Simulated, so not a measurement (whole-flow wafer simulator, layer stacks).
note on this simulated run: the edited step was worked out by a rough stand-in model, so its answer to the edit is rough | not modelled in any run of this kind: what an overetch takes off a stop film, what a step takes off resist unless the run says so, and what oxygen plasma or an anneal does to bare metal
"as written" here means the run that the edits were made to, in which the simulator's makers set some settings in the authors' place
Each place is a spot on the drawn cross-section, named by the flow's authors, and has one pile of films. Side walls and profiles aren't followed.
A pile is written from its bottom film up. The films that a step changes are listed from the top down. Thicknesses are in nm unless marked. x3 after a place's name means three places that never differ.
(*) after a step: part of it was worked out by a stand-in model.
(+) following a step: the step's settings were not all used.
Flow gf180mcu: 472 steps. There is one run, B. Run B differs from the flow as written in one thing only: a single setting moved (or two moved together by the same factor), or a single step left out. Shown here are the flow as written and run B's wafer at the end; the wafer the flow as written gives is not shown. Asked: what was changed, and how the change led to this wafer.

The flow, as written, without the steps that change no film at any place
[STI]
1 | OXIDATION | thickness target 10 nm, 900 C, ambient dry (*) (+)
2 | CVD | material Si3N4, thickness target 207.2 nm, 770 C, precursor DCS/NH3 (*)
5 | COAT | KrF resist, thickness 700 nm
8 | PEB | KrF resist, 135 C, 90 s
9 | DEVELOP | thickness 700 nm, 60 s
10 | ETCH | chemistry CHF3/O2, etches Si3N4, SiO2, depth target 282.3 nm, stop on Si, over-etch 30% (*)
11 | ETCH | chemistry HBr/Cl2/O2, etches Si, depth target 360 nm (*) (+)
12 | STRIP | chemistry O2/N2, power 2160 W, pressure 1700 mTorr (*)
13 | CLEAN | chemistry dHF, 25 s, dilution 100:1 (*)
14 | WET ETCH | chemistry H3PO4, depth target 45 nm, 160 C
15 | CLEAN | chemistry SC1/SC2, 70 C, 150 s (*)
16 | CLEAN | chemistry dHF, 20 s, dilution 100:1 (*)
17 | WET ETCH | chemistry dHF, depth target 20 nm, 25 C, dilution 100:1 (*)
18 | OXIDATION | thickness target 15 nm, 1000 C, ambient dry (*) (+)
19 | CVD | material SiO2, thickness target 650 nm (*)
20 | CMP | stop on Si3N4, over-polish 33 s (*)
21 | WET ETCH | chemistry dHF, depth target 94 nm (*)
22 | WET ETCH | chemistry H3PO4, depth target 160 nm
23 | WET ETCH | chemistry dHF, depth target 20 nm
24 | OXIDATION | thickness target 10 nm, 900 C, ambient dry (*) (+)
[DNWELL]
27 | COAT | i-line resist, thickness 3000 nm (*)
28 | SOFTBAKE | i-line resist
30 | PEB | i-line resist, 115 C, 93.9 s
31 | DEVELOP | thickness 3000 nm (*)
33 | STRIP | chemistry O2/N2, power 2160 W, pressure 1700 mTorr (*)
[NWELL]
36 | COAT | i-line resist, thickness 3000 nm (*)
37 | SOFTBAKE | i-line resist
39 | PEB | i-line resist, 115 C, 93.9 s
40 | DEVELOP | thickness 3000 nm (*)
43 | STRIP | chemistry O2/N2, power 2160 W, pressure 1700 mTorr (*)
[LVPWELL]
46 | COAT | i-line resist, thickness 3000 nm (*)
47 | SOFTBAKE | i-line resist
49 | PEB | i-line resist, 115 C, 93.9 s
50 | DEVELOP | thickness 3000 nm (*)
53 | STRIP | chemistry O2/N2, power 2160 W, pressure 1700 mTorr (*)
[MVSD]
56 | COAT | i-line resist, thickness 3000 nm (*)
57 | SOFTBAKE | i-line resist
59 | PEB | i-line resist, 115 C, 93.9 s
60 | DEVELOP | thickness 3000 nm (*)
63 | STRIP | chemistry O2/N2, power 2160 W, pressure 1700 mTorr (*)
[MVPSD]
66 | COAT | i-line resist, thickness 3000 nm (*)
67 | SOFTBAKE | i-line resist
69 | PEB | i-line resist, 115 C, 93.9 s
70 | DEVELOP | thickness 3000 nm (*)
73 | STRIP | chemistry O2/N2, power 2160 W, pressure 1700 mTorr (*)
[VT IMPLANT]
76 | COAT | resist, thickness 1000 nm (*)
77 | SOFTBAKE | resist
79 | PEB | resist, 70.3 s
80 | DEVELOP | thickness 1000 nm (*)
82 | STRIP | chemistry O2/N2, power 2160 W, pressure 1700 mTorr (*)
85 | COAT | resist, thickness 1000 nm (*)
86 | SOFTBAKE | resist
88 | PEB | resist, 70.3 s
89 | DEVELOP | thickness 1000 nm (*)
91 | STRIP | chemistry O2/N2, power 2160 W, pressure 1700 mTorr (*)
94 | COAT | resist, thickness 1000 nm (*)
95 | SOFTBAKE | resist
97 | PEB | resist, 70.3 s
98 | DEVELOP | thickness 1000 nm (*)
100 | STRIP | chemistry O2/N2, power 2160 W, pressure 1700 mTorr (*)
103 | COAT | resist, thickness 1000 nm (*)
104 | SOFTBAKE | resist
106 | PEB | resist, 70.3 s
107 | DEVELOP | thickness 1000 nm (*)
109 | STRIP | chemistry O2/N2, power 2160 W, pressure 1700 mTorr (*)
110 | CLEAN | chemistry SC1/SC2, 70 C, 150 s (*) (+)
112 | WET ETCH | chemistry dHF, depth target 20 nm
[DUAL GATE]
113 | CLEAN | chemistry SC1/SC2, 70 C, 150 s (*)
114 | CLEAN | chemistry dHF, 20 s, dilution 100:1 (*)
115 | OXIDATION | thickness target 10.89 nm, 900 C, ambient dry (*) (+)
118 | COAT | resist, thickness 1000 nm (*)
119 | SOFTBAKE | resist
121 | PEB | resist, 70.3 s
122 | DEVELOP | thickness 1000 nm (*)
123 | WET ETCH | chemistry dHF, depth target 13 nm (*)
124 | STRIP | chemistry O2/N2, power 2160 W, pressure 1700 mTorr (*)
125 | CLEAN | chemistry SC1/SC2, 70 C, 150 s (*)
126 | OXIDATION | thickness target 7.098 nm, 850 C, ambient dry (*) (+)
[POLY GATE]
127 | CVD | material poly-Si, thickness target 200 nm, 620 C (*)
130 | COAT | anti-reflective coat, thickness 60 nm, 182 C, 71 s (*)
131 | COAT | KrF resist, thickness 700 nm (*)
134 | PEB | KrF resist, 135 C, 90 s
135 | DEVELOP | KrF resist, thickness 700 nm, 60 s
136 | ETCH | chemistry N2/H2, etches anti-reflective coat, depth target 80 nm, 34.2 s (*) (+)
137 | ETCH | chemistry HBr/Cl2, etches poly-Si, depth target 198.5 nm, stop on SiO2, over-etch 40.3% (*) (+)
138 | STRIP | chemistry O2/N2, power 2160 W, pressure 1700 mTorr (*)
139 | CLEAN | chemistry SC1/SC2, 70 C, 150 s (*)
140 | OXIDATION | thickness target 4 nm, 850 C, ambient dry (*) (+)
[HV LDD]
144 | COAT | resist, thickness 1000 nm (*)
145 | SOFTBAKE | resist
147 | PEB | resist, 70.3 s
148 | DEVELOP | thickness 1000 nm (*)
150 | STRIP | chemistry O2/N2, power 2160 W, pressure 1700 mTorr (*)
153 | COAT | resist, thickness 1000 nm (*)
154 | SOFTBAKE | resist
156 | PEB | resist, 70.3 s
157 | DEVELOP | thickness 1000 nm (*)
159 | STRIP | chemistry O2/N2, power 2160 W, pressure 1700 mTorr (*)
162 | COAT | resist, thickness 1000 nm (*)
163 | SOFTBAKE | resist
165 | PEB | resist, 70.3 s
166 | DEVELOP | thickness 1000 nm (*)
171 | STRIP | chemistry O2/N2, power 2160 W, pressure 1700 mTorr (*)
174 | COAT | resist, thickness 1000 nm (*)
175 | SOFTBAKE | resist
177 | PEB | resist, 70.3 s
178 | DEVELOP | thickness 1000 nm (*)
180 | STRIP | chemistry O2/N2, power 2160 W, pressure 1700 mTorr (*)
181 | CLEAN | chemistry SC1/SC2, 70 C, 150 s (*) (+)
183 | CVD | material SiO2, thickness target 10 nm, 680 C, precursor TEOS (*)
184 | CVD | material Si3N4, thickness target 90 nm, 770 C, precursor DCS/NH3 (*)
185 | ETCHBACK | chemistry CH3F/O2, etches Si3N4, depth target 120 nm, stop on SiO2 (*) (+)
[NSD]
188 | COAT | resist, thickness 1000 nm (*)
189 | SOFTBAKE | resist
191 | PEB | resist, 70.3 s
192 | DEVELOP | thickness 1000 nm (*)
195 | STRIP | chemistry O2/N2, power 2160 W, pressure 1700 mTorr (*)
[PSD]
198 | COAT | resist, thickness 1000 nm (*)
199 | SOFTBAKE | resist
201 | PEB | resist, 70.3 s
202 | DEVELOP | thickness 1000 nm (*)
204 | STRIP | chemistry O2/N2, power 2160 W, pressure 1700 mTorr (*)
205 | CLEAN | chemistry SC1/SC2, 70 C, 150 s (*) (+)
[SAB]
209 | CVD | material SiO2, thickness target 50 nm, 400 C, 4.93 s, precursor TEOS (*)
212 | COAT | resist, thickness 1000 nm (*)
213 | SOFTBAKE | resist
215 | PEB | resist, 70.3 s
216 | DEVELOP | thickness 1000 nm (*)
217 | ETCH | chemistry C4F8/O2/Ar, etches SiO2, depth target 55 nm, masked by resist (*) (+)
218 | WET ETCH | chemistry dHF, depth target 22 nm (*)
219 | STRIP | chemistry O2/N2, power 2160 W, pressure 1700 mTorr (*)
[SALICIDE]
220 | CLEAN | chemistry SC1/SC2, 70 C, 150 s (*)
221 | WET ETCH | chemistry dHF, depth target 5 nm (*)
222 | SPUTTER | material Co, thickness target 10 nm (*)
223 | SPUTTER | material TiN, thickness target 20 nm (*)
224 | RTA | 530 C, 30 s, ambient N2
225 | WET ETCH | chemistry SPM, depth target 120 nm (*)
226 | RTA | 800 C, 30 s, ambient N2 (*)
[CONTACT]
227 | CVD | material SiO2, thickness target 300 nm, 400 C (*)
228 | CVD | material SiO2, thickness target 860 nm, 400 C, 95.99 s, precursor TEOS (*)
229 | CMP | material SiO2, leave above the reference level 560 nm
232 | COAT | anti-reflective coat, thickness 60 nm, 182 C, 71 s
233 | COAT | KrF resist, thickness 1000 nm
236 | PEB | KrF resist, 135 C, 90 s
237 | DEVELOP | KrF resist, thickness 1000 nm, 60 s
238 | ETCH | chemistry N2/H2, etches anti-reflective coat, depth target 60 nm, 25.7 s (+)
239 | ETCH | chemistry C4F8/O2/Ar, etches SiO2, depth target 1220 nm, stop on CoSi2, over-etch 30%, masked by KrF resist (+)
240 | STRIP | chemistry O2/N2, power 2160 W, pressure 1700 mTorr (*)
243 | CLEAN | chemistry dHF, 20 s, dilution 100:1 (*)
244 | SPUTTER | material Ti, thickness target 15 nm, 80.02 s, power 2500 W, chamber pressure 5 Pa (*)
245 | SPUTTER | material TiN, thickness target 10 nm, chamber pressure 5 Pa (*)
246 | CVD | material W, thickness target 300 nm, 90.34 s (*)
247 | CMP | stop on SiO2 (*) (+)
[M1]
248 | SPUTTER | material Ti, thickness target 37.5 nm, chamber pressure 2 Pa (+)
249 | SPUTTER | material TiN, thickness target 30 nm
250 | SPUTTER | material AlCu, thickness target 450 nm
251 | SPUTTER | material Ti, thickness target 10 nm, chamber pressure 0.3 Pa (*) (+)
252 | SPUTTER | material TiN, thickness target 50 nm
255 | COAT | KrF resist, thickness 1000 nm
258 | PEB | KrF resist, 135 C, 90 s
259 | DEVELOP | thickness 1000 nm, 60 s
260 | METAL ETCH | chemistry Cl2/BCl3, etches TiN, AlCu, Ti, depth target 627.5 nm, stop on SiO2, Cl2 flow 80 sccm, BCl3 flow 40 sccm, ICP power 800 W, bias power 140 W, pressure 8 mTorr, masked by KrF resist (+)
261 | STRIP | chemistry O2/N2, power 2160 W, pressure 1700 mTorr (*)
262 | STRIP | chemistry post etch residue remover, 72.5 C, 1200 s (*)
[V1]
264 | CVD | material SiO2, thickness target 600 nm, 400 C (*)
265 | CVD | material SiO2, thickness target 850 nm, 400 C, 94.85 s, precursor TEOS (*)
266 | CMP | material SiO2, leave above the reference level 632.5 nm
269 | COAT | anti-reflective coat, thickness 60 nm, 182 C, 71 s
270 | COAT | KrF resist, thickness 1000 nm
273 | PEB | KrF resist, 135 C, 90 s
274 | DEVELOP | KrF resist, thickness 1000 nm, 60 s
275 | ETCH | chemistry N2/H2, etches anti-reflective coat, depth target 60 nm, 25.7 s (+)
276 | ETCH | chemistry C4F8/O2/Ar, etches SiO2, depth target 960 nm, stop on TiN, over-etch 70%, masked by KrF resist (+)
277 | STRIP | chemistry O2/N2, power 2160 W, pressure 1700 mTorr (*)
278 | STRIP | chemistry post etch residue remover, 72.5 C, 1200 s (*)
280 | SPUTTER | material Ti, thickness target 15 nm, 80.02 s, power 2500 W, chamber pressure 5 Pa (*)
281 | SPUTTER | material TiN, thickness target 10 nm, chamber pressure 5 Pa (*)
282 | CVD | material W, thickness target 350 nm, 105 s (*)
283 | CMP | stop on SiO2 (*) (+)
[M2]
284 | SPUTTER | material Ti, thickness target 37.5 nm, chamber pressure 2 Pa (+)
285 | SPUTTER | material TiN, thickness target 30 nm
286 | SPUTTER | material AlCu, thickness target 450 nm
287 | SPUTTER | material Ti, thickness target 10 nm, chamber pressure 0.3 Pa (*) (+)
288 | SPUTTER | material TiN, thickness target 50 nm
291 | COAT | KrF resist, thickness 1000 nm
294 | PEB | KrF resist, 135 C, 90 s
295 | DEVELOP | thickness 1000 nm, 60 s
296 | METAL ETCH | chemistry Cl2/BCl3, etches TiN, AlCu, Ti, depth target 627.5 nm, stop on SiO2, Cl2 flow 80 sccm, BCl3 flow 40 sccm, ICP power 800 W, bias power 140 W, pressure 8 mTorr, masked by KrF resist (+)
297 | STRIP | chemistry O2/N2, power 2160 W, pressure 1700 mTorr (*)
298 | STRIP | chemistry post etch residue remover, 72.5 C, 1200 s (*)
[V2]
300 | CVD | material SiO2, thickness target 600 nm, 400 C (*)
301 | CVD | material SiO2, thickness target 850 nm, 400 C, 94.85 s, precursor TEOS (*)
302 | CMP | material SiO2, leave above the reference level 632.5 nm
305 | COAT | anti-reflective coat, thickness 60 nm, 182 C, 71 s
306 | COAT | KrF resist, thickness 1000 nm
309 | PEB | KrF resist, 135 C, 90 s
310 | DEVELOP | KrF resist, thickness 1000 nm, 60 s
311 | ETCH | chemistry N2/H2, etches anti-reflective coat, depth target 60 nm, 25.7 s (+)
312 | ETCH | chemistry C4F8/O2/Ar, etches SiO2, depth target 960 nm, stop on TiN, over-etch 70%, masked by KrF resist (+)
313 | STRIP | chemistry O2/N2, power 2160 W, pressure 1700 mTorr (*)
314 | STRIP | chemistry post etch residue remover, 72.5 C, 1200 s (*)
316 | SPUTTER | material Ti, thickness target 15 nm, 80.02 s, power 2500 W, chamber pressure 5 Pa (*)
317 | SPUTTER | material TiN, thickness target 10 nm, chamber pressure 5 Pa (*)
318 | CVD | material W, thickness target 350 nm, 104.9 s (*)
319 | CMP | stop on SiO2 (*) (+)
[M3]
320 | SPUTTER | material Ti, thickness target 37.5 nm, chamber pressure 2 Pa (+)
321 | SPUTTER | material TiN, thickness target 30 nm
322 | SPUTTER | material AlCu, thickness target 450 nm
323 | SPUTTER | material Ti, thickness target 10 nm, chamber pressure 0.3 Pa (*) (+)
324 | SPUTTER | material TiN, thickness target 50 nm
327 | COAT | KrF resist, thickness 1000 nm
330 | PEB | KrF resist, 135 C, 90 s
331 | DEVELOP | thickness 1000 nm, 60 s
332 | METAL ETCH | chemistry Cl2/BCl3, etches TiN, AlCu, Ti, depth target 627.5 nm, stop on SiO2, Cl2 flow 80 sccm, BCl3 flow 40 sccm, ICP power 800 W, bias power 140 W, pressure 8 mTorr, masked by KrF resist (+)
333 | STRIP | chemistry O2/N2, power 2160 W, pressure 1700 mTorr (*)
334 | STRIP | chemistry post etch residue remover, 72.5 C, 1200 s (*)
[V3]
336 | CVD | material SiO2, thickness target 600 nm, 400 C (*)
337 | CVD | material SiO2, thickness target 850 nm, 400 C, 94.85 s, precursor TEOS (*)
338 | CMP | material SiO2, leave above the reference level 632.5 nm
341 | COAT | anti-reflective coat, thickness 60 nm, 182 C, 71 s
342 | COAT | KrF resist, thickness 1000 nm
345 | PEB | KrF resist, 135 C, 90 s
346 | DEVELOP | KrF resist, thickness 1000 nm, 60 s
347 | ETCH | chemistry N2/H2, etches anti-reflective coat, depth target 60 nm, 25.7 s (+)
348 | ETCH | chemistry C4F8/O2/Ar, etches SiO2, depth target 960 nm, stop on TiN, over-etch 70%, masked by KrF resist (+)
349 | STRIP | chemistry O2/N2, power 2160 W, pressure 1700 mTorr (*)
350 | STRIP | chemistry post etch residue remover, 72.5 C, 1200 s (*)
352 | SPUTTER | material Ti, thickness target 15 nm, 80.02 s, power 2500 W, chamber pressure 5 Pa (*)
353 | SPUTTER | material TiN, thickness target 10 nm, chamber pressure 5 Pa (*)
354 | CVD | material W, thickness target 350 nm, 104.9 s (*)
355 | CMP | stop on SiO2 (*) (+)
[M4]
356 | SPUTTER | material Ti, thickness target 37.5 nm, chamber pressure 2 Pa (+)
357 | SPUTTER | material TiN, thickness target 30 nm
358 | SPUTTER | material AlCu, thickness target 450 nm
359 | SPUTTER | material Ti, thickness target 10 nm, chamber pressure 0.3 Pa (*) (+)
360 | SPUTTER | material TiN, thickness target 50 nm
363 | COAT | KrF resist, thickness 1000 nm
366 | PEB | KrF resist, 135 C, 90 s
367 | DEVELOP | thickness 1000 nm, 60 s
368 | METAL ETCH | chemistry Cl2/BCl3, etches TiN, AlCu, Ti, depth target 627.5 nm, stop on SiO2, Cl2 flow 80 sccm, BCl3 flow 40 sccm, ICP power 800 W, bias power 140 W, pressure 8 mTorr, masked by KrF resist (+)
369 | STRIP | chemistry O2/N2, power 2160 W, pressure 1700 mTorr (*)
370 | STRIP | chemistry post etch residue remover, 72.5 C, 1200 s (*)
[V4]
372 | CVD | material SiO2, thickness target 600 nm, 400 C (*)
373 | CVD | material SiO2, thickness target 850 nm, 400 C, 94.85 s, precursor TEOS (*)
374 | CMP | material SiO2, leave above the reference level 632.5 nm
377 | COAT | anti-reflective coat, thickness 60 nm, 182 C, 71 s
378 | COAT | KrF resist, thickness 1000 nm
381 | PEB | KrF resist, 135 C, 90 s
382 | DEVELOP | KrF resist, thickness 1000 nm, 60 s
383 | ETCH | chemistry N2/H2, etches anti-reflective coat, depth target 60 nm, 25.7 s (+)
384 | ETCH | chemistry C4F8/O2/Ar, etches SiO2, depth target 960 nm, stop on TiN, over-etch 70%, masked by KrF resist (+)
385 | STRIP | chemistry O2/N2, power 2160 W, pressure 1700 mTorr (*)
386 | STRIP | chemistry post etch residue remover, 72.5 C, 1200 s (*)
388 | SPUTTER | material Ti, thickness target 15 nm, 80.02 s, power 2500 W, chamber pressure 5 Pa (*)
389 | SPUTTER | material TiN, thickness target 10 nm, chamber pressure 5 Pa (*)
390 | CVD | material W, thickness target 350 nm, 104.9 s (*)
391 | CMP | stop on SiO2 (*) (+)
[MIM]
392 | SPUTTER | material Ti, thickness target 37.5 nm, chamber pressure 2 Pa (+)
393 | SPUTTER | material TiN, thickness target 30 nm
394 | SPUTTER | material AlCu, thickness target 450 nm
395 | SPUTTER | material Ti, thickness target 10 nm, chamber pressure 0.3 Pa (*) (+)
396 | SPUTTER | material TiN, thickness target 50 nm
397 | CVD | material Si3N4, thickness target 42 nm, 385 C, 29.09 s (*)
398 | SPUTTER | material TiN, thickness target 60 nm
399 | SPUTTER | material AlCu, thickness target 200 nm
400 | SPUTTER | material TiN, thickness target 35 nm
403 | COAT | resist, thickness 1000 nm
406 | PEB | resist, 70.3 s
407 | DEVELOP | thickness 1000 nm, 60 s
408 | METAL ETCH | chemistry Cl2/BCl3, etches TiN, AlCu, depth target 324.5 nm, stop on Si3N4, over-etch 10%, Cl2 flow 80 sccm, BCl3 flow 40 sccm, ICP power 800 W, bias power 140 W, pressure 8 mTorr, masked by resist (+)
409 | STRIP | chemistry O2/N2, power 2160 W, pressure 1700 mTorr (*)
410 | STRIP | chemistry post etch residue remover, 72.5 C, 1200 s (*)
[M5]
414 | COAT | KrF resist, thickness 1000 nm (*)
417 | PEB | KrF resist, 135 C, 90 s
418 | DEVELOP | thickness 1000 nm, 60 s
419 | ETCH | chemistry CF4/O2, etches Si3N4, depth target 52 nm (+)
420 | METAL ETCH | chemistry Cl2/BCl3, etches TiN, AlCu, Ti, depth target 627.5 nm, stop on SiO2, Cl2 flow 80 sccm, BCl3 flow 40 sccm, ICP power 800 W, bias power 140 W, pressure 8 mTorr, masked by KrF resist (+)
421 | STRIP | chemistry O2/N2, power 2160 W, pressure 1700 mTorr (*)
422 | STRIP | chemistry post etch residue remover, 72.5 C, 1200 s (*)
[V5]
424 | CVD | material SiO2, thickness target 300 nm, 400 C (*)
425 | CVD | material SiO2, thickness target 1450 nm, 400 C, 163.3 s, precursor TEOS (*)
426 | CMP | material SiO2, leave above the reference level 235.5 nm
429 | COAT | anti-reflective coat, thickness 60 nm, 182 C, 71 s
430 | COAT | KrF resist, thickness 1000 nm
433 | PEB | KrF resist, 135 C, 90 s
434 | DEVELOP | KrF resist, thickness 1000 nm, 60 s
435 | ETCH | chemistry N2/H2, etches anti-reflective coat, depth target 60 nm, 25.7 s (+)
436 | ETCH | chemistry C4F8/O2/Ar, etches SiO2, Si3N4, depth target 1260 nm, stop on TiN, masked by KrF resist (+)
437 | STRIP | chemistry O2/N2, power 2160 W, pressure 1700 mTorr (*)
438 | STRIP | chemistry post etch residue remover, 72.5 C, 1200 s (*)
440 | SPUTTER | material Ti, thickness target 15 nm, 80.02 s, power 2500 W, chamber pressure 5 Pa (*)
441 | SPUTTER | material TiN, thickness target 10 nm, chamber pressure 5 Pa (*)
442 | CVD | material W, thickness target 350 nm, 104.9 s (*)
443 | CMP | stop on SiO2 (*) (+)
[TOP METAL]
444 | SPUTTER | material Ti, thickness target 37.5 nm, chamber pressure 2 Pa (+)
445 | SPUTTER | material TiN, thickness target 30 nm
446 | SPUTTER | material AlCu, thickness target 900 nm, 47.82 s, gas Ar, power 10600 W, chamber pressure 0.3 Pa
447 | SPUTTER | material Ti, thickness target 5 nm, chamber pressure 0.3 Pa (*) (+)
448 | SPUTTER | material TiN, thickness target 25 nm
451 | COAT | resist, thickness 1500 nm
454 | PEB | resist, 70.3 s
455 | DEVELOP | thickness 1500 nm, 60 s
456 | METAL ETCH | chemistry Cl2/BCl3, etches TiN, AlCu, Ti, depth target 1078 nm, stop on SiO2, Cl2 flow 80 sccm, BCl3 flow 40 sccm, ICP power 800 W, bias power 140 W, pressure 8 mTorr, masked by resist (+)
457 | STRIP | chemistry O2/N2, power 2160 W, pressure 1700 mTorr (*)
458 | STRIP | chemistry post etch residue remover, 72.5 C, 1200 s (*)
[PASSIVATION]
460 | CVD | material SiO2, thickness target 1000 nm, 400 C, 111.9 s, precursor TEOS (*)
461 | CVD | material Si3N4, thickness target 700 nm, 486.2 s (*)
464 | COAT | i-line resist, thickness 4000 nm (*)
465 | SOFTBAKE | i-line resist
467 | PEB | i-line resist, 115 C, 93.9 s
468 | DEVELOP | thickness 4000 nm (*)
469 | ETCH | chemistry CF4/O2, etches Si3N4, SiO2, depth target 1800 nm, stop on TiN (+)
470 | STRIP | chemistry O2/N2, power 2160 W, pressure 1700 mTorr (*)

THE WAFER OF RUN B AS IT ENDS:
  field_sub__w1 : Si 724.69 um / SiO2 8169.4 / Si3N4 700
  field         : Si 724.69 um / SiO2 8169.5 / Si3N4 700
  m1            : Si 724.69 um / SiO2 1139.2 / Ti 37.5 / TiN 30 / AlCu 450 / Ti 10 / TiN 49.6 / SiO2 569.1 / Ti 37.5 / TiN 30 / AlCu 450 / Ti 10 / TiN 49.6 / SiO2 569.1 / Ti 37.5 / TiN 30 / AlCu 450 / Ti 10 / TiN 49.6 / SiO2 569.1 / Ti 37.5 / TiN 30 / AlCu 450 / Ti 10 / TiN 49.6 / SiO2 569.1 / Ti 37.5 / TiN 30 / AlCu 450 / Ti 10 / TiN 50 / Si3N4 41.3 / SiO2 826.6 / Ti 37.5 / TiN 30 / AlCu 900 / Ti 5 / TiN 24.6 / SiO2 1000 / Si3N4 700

Cause: step 11, ETCH: depth target 302 nm was run, while the flow as written has depth target 360 nm.

The path from the change to this, step by step:
  11 | ETCH | chemistry HBr/Cl2/O2, etches Si, depth target 360 nm (*) (+)
      active, n_well, p_well and 40 more: KrF resist loses 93 (it would be, as written: KrF resist loses 112.3)
      field, field_sub, sti and 34 more: Si loses 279 (it would be, as written: Si loses 337)
  12 | STRIP | chemistry O2/N2, power 2160 W, pressure 1700 mTorr (*)
      active, n_well, p_well and 40 more: KrF resist loses 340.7 (all of it) (it would be, as written: KrF resist loses 321.4 (all of it))
  19 | CVD | material SiO2, thickness target 650 nm (*)
      m1, ld_fp_n, ld_drift_n and 8 more: SiO2 gains 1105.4 (it would be, as written: SiO2 gains 1163.4)
  20 | CMP | stop on Si3N4, over-polish 33 s (*)
      sti, mim_1p0, pad and 11 more: SiO2 loses 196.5 (it would be, as written: SiO2 loses 138.5)
      nw_enc_fld, nw_enc_fld_lv: SiO2 loses 200.5 (it would be, as written: SiO2 loses 142.5)
      (and at 10 other places as well)
